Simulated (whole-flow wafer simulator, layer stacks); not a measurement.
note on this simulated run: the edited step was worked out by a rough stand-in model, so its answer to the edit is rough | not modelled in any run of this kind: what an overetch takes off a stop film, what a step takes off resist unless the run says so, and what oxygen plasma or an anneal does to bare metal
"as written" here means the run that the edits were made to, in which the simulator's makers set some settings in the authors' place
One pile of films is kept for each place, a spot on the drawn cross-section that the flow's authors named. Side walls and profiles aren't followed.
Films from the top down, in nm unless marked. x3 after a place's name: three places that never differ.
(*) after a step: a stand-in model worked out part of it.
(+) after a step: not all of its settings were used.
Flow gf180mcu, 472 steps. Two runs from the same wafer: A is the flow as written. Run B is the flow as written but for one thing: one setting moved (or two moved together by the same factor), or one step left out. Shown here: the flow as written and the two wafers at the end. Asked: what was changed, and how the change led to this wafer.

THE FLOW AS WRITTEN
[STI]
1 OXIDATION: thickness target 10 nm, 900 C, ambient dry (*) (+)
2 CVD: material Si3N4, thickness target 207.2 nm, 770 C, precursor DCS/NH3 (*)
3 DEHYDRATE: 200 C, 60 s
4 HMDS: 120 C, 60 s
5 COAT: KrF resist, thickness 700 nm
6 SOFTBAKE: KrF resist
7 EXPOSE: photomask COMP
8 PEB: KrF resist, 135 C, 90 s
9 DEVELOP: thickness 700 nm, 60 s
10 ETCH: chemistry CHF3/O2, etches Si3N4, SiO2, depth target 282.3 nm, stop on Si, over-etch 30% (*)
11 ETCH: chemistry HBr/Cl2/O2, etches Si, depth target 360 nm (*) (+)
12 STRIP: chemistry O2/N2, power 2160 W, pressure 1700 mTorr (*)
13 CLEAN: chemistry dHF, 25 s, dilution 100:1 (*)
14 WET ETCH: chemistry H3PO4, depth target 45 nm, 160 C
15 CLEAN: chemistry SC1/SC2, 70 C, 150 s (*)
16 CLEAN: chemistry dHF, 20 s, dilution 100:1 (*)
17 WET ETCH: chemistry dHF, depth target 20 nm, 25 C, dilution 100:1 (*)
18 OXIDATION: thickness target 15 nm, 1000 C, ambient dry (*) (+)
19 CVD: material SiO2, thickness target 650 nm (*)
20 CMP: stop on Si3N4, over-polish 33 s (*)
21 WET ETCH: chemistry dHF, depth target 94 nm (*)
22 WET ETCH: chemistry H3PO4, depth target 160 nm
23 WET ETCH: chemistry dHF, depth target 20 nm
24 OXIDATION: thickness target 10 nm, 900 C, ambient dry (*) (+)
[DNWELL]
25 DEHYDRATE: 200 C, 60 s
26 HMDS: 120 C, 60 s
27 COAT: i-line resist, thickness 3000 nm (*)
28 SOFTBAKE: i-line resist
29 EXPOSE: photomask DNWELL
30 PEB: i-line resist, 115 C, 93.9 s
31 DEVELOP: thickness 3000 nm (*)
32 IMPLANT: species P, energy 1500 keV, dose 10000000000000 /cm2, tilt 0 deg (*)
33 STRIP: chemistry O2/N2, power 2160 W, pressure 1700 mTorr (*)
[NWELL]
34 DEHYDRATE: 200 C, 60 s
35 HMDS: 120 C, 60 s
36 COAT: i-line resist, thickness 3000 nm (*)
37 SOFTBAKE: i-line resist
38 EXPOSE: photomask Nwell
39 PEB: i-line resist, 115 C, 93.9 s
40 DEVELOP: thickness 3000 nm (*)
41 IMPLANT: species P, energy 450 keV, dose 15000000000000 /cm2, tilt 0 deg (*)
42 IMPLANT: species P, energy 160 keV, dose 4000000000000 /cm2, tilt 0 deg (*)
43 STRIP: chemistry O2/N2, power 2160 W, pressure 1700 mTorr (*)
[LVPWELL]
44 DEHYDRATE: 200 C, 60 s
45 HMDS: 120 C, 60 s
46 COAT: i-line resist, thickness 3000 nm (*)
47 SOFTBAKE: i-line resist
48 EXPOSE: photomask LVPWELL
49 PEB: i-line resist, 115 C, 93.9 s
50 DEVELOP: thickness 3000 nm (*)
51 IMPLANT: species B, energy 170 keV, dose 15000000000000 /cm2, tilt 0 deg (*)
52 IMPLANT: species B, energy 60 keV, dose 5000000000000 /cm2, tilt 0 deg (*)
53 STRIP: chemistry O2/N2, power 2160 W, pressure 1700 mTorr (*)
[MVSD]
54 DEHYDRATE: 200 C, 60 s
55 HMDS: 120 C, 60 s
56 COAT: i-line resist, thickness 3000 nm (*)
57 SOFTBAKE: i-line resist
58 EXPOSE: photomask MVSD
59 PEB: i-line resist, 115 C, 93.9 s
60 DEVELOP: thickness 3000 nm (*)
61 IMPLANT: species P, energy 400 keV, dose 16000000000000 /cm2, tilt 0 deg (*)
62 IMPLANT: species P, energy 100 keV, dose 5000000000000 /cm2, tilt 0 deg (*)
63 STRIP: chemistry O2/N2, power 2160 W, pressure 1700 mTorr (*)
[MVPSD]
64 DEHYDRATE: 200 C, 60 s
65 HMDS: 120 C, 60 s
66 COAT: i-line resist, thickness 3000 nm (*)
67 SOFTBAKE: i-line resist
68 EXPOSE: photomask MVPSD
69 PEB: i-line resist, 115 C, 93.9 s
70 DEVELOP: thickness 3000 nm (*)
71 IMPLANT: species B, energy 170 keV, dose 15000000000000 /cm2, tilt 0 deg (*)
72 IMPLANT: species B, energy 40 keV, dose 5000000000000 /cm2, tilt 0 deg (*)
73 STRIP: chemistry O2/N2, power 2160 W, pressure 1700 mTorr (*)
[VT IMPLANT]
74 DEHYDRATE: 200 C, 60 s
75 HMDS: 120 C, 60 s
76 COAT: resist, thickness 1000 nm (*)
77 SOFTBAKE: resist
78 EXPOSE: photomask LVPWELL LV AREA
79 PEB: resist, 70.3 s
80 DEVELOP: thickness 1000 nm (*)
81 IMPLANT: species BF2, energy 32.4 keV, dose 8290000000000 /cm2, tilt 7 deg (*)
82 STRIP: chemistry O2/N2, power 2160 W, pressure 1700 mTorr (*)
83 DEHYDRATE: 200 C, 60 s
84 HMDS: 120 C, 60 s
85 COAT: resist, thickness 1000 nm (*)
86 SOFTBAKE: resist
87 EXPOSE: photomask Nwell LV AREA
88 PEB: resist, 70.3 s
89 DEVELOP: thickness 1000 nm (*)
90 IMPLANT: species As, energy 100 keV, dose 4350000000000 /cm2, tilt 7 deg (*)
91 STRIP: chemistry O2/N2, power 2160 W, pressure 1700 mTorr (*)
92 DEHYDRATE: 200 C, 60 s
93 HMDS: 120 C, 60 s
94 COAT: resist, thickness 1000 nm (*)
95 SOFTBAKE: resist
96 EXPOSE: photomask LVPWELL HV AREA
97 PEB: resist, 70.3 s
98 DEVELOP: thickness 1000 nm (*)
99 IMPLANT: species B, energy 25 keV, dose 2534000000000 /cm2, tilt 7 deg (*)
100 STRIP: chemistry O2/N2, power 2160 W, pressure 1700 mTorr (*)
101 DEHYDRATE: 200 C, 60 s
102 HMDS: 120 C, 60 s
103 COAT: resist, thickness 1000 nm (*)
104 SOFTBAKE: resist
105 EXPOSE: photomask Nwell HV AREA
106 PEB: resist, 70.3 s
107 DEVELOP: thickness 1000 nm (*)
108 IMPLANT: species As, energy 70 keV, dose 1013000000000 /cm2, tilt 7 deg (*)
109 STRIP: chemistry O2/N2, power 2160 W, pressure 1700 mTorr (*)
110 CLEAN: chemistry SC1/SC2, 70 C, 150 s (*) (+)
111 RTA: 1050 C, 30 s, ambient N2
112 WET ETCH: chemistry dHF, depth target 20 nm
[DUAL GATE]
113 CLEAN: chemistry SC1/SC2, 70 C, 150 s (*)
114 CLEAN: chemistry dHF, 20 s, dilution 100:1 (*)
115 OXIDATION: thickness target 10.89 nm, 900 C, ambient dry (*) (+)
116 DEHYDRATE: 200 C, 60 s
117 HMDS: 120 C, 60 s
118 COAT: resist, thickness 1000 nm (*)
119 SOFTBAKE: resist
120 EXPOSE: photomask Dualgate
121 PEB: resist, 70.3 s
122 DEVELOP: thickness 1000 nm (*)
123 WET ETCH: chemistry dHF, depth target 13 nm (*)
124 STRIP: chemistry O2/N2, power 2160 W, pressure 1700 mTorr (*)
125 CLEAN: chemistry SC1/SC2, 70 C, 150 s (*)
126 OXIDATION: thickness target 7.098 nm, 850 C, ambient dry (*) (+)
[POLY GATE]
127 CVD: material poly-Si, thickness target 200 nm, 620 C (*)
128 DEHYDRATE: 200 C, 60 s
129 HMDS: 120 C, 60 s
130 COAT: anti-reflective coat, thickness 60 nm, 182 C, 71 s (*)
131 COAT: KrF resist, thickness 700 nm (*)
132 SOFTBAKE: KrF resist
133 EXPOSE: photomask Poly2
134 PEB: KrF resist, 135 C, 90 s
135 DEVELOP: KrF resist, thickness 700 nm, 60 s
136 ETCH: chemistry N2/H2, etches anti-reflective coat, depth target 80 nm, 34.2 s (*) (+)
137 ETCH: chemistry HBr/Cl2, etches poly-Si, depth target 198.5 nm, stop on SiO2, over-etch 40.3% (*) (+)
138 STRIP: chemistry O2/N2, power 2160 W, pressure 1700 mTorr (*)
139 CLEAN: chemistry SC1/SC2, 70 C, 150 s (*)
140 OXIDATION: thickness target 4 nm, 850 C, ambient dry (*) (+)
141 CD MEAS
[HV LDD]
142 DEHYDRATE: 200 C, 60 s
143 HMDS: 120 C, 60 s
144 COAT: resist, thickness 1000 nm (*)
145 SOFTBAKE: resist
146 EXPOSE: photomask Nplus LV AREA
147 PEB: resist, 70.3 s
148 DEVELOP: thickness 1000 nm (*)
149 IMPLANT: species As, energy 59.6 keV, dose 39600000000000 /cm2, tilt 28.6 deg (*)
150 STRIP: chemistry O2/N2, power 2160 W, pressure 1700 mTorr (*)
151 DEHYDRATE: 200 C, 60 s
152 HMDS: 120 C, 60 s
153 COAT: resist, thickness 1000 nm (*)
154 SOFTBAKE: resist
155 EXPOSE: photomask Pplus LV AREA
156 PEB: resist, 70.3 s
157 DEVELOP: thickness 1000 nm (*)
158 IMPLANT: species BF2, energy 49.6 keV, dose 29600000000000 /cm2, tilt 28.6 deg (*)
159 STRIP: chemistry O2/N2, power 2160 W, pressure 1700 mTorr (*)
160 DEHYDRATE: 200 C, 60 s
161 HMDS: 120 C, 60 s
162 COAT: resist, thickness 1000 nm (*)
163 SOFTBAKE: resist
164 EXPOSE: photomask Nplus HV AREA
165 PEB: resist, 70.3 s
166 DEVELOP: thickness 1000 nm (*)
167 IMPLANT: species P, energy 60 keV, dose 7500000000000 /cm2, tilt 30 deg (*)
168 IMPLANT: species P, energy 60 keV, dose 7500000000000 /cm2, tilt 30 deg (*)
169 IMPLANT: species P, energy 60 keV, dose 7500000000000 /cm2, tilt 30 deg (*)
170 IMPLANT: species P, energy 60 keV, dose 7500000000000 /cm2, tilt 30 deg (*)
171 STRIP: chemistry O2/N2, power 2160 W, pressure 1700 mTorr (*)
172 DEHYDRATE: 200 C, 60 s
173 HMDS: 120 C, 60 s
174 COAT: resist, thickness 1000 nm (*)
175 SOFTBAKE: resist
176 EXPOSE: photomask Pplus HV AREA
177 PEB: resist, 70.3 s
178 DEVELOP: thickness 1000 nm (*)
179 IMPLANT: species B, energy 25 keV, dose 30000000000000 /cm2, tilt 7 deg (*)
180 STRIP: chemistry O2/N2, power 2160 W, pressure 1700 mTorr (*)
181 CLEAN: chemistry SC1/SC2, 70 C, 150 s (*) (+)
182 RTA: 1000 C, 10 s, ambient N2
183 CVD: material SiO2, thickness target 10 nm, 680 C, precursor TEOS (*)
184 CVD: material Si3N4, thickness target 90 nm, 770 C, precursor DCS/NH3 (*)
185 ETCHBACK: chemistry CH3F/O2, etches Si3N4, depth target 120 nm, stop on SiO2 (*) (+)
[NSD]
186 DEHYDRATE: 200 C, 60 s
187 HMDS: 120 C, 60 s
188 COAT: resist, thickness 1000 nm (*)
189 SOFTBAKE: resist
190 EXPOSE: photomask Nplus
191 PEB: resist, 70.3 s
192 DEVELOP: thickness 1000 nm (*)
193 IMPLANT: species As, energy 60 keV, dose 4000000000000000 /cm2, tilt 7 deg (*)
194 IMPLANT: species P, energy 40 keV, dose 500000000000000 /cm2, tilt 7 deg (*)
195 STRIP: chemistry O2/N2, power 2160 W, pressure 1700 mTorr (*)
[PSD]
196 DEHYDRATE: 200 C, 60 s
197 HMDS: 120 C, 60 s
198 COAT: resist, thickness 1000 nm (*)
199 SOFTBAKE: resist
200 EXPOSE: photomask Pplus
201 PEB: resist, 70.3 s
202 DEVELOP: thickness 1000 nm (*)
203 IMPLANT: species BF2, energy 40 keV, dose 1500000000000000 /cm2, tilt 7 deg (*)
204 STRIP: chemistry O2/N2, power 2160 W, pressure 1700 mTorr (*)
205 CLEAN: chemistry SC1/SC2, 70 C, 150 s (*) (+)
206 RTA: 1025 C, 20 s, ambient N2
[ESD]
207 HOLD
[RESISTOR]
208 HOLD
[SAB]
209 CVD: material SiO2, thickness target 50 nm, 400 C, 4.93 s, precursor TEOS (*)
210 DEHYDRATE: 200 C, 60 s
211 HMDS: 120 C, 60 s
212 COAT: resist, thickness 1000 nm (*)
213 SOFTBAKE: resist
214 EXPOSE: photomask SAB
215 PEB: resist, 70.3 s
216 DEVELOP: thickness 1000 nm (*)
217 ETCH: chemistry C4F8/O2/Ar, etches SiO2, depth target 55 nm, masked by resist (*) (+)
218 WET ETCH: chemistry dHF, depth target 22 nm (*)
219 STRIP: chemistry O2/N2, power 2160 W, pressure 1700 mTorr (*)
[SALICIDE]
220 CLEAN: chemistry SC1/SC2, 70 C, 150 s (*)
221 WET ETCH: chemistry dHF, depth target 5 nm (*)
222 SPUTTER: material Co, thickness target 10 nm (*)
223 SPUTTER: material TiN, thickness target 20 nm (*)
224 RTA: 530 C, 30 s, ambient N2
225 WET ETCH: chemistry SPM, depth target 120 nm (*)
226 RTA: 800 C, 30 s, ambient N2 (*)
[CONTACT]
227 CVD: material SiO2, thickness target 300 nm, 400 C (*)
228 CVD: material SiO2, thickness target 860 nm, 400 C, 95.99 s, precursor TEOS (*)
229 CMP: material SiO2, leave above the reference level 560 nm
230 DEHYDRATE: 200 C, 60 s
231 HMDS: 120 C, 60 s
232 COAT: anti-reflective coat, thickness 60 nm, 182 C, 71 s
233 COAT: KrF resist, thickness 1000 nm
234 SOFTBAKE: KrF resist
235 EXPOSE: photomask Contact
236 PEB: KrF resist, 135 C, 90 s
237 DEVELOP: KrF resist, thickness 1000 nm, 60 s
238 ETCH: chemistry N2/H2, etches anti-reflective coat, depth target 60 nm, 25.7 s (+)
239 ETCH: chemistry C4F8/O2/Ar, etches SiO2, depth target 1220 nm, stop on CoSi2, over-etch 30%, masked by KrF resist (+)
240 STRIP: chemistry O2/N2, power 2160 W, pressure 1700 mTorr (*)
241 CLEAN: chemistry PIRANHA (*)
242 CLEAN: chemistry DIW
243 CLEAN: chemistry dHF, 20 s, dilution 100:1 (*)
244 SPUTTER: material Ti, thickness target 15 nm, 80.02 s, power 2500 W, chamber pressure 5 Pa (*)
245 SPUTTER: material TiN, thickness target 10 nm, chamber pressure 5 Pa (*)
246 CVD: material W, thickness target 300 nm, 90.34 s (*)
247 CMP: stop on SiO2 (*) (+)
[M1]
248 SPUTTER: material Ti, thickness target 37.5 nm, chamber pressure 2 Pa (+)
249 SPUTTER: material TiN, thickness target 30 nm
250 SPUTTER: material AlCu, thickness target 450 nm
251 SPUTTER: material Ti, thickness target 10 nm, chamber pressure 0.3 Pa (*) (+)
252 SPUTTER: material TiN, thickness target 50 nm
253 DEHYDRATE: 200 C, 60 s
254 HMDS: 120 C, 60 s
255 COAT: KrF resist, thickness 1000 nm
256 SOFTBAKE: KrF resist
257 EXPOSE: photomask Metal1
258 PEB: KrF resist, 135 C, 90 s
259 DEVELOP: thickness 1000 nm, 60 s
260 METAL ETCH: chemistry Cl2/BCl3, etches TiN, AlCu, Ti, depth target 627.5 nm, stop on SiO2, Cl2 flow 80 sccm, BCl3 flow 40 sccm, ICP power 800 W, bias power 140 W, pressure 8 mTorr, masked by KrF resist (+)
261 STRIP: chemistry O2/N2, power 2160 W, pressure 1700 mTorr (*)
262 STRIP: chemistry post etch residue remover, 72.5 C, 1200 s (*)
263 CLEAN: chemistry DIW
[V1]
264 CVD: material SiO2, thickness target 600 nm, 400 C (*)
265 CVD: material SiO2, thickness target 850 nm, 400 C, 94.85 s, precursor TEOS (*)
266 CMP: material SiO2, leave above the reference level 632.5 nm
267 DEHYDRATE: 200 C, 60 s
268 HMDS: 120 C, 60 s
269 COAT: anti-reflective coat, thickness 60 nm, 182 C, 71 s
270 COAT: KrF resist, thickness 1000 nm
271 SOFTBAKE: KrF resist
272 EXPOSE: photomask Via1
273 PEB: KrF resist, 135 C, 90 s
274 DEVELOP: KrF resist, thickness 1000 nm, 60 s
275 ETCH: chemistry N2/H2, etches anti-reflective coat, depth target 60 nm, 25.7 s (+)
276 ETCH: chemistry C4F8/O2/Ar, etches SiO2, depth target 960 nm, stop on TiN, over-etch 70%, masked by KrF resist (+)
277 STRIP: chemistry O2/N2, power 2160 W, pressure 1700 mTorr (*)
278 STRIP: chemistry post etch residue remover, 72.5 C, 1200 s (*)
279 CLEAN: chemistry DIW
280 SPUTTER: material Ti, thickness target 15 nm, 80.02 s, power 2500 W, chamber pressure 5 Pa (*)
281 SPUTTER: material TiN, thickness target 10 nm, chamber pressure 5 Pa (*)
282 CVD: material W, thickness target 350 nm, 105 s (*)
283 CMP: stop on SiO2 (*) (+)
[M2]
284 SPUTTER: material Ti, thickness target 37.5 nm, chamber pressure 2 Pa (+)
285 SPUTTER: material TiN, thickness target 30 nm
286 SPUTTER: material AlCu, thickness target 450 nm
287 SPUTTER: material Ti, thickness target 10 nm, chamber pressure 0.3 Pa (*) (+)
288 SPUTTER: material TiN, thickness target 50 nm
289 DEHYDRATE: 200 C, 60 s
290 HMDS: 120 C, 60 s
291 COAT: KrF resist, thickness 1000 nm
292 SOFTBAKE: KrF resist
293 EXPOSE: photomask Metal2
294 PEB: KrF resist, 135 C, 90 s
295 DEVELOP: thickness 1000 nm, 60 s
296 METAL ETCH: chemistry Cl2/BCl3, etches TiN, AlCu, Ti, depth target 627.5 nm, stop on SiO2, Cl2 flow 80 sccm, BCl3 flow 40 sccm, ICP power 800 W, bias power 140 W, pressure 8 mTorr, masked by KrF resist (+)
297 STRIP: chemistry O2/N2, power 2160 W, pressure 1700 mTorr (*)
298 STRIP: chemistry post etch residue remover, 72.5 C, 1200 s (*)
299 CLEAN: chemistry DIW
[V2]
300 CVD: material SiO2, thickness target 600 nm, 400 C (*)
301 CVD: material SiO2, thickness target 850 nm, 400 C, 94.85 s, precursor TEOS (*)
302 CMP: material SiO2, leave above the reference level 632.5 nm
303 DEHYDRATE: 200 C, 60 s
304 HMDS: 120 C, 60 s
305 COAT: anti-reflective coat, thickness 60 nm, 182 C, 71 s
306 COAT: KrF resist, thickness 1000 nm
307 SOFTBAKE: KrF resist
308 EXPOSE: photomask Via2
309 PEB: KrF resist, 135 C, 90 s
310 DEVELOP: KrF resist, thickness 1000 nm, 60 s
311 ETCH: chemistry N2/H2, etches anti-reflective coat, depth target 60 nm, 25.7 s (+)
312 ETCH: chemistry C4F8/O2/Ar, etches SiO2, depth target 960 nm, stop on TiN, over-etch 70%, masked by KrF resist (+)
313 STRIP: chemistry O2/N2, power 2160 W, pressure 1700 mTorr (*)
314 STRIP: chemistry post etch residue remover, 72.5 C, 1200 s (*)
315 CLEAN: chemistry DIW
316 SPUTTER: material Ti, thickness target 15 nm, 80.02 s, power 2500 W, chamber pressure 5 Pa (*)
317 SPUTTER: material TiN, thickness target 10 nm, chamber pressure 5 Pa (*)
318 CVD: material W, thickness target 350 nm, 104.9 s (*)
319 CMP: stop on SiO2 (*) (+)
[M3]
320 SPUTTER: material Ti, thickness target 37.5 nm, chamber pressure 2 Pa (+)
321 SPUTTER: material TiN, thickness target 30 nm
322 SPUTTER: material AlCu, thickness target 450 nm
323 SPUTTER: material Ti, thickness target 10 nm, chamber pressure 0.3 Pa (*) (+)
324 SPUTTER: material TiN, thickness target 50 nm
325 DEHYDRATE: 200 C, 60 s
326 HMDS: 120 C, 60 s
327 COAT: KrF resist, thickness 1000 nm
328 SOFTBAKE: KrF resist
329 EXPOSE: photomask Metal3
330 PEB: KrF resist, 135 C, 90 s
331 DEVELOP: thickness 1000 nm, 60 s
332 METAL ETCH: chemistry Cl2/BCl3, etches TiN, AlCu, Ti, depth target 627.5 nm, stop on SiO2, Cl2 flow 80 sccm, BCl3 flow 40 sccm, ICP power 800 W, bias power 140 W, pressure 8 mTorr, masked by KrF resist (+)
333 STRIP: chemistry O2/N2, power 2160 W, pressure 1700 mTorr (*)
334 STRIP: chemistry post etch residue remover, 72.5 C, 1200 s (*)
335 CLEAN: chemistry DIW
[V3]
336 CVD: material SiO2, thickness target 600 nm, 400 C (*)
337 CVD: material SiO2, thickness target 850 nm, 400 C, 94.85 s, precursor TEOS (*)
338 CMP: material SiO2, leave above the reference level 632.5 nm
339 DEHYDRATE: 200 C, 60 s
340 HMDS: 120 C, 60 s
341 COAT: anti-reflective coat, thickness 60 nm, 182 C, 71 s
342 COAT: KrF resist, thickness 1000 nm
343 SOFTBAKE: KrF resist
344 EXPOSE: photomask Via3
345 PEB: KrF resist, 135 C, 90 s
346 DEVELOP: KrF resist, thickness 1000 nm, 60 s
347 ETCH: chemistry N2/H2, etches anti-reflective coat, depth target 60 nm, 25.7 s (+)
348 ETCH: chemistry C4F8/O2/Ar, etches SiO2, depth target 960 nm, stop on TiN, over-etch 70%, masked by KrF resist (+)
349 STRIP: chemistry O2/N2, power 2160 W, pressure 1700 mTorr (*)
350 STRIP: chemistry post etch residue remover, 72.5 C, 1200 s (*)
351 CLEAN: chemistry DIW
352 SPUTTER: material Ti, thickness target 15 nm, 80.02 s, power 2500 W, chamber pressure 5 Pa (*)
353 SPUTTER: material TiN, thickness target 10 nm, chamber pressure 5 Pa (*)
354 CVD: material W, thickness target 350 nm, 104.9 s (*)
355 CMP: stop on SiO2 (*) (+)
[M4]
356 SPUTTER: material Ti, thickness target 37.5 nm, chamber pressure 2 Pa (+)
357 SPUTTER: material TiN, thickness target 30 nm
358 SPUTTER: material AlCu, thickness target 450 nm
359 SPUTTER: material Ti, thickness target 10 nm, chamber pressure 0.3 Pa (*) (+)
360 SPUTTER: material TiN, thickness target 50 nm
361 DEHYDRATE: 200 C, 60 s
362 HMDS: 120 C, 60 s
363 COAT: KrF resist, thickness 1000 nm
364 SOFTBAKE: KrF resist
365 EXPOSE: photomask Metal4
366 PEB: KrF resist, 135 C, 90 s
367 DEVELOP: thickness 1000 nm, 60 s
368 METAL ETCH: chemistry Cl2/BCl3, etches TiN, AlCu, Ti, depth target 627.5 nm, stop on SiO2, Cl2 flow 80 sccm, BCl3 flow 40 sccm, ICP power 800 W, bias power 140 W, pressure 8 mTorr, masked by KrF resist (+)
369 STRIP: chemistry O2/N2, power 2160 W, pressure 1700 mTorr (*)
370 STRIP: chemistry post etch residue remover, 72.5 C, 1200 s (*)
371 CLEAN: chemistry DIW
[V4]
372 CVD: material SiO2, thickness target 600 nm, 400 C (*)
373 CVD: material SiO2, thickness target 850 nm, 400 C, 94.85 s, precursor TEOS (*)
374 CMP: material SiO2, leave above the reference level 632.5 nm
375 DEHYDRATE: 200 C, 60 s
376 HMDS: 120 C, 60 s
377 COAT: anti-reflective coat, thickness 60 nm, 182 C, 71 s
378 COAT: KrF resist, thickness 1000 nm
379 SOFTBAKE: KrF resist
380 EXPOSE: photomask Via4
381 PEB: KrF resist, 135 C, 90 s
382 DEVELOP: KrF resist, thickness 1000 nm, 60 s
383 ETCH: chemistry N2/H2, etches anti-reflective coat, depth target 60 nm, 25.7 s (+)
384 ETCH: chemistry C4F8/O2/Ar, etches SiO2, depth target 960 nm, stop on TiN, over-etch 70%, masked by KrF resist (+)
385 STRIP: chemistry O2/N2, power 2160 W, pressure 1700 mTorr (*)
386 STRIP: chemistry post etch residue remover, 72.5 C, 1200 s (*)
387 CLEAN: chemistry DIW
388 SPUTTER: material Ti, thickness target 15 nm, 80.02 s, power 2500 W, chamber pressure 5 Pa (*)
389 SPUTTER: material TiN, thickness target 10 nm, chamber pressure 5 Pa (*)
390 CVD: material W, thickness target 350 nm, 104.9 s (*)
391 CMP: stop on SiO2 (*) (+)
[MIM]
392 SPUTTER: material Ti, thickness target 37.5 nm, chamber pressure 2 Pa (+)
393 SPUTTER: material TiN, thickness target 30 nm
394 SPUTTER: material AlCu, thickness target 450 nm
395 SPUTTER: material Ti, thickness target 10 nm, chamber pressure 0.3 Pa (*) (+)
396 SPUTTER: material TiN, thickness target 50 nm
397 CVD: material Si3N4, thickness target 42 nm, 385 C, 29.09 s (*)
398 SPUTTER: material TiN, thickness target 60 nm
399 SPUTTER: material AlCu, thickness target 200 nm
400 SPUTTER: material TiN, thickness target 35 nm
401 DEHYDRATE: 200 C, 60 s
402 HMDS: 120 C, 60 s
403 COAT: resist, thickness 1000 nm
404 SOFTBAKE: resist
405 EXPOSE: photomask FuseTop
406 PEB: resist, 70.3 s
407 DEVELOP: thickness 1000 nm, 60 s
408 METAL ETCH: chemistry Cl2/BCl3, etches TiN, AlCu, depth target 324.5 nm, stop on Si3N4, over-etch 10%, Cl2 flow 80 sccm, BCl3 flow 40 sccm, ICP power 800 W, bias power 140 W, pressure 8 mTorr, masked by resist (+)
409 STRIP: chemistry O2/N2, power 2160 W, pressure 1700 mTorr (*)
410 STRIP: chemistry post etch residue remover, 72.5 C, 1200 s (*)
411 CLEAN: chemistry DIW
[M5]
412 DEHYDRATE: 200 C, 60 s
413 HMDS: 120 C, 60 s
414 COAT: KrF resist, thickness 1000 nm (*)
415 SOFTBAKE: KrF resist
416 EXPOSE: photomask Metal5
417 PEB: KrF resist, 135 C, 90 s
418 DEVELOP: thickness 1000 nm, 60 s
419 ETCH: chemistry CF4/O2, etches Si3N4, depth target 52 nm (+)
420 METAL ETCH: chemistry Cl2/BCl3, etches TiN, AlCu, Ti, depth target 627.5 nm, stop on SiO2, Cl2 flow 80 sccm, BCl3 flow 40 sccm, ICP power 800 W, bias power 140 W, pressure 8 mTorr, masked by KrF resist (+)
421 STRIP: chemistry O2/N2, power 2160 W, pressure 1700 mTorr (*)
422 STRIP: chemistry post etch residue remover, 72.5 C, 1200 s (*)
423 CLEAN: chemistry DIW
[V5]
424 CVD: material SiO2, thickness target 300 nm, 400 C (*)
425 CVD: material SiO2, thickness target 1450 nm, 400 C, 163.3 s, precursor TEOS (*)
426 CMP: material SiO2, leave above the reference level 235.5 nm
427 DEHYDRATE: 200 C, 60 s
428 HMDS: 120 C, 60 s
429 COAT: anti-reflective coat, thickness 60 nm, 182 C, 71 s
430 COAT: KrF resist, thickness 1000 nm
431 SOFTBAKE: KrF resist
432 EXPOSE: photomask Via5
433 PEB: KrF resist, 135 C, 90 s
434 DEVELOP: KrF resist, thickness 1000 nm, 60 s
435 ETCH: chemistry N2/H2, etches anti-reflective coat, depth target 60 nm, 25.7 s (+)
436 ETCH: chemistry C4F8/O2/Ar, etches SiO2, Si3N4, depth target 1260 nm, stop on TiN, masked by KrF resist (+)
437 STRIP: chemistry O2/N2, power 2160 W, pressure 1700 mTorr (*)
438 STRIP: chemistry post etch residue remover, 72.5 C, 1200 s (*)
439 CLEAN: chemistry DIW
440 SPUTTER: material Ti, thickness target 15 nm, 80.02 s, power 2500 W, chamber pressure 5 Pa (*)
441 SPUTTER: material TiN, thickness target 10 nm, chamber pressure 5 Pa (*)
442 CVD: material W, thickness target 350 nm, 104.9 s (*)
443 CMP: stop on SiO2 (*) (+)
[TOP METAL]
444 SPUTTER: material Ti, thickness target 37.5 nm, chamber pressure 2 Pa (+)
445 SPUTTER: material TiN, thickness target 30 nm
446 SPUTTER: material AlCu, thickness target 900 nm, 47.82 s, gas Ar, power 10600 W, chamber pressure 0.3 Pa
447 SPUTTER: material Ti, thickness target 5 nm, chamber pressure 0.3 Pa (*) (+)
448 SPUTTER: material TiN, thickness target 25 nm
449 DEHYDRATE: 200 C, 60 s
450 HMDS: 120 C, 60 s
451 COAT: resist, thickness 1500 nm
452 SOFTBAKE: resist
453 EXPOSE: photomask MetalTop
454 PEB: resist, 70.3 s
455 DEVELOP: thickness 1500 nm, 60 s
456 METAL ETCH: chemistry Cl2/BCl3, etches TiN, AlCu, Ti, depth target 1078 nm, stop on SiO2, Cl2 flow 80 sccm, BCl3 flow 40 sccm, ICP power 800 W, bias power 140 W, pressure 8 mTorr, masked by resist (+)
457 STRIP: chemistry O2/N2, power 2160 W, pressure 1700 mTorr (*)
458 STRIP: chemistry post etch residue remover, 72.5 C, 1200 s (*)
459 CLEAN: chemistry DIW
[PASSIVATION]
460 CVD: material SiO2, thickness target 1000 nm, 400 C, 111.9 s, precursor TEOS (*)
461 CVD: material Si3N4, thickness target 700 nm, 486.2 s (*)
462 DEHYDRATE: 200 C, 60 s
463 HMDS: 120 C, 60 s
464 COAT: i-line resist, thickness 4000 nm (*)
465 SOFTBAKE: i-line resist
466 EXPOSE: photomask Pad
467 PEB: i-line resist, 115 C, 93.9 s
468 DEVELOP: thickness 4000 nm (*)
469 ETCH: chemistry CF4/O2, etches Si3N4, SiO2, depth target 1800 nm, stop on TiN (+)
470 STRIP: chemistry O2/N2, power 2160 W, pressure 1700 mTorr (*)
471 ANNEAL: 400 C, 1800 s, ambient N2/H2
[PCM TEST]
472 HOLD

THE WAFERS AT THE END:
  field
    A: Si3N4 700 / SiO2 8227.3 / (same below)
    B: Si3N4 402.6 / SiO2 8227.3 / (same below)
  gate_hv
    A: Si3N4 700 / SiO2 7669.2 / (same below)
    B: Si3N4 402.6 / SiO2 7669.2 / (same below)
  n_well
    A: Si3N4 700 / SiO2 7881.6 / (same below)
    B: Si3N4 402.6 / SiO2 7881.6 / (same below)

The cause: step 461, CVD: thickness target 402 nm was run, where the flow has thickness target 700 nm; step 461, CVD: 279.6 s was run, where the flow has 486.2 s.

How the change led to this, step by step:
  461 CVD: material Si3N4, thickness target 700 nm, 486.2 s (*)
      field, field__w1, field__w2 and 109 more: A Si3N4 +700 (new film) | B Si3N4 +402.6 (new film)
  465 SOFTBAKE: i-line resist
      field__w11, field__w13: A i-line resist +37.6 | B i-line resist +36.1
      ld_acc_p, ld_fp_p: A i-line resist +33.8 | B i-line resist +32.2
      (and at 55 more places)
  469 ETCH: chemistry CF4/O2, etches Si3N4, SiO2, depth target 1800 nm, stop on TiN (+)
      pad: A Si3N4 -700 (all of it), SiO2 -1000 (all of it) | B Si3N4 -402.6 (all of it), SiO2 -1000 (all of it)
